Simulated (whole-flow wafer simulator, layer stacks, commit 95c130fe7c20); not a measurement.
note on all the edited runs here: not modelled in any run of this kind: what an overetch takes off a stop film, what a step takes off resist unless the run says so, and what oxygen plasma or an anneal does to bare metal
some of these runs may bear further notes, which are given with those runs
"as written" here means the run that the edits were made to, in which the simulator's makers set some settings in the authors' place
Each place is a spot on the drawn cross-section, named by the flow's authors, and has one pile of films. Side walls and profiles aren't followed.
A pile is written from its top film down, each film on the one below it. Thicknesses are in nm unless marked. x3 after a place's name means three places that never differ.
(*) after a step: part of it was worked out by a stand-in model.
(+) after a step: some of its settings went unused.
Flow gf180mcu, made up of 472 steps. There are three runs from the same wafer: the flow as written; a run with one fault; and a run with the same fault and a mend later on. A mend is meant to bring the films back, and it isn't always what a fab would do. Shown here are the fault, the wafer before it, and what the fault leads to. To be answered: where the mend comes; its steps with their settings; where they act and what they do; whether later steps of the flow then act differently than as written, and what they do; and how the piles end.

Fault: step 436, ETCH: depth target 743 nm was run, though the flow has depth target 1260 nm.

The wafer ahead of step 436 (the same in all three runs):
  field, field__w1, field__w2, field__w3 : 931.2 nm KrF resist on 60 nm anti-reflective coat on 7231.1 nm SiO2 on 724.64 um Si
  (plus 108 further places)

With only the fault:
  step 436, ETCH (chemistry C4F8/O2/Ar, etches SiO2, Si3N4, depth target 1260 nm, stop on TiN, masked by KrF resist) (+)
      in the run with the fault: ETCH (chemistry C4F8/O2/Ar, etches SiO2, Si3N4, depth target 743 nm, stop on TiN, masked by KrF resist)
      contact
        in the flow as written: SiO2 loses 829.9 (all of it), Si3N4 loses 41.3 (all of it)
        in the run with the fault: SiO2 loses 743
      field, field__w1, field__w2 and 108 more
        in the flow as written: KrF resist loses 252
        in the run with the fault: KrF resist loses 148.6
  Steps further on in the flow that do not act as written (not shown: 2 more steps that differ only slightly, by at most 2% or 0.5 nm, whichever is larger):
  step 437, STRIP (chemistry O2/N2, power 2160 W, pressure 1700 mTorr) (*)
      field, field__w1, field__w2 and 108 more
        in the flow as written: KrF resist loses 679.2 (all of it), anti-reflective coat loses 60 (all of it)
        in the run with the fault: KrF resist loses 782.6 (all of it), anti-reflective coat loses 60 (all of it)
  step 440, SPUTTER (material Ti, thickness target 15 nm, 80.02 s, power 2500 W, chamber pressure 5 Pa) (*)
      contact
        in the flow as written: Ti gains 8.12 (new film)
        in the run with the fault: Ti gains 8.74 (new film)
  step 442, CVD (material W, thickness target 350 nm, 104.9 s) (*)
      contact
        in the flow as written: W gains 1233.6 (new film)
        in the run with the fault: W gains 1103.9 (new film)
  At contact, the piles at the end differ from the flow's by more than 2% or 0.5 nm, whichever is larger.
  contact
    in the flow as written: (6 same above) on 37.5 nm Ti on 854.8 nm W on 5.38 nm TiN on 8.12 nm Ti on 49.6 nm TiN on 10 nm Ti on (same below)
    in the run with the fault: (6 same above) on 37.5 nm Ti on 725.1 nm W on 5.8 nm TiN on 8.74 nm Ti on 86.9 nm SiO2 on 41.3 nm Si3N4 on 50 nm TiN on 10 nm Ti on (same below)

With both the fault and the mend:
  The mend stands after step 436.
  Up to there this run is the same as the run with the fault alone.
  step 436a, ETCH (chemistry C4F8/O2/Ar, etches SiO2, Si3N4, depth target 517 nm, stop on TiN, masked by KrF resist) (+) (a further turn of the flow's step 436, with different settings)
      field, field__w1, field__w2 and 108 more
        KrF resist loses 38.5
      contact
        SiO2 loses 86.9 (all of it), Si3N4 loses 41.3 (all of it)
  Steps further on in the flow that do not act as written:
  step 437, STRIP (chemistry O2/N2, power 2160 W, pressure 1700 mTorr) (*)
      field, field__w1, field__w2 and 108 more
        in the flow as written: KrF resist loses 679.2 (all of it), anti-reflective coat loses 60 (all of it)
        in the run with the mend: KrF resist loses 744.1 (all of it), anti-reflective coat loses 60 (all of it)
  At every place that both follow, the piles at the end match the flow's.
